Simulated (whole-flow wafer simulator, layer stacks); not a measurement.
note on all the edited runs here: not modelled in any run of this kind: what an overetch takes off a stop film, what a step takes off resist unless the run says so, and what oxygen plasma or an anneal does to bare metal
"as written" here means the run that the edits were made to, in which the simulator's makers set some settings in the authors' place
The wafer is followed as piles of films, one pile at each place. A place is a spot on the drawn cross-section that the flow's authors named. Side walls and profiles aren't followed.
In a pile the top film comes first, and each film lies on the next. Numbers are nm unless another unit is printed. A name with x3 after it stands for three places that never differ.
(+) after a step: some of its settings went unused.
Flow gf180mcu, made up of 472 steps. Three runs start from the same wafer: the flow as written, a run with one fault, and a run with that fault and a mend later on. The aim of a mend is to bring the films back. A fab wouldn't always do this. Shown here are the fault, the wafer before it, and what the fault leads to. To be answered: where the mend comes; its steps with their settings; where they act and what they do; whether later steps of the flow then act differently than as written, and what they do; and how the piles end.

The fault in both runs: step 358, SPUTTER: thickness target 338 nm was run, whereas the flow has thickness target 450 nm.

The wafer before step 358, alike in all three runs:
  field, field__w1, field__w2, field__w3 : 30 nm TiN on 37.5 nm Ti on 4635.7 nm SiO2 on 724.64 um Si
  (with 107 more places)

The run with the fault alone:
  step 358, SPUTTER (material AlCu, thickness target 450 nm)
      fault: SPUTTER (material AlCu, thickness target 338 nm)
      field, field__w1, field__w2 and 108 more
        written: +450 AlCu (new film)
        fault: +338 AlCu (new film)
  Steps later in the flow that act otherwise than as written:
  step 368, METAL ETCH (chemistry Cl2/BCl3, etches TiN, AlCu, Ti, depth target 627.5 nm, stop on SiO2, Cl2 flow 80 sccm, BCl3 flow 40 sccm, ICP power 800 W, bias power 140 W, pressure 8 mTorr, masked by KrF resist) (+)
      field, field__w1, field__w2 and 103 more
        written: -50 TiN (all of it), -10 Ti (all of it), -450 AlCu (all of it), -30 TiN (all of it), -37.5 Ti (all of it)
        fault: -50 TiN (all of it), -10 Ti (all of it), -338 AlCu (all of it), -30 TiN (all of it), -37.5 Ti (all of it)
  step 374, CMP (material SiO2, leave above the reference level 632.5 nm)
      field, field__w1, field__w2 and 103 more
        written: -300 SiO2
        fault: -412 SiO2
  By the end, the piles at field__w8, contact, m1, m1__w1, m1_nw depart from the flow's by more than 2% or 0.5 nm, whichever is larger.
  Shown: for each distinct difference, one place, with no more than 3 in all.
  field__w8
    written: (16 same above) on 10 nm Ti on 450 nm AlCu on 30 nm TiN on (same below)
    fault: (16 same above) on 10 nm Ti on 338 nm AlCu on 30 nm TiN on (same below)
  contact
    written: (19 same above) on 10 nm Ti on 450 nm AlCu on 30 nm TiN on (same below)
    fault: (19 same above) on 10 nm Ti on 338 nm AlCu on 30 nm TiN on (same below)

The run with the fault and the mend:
  After step 358 comes the mend.
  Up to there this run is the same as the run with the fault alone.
  step 358a, SPUTTER (material AlCu, thickness target 112 nm) (a further turn of the flow's step 358, with different settings)
      field, field__w1, field__w2 and 108 more
        +112 AlCu
  Every later step of the flow that is run acts as written at every place that is followed.
  By the end, the piles equal the flow's at every place that both follow.
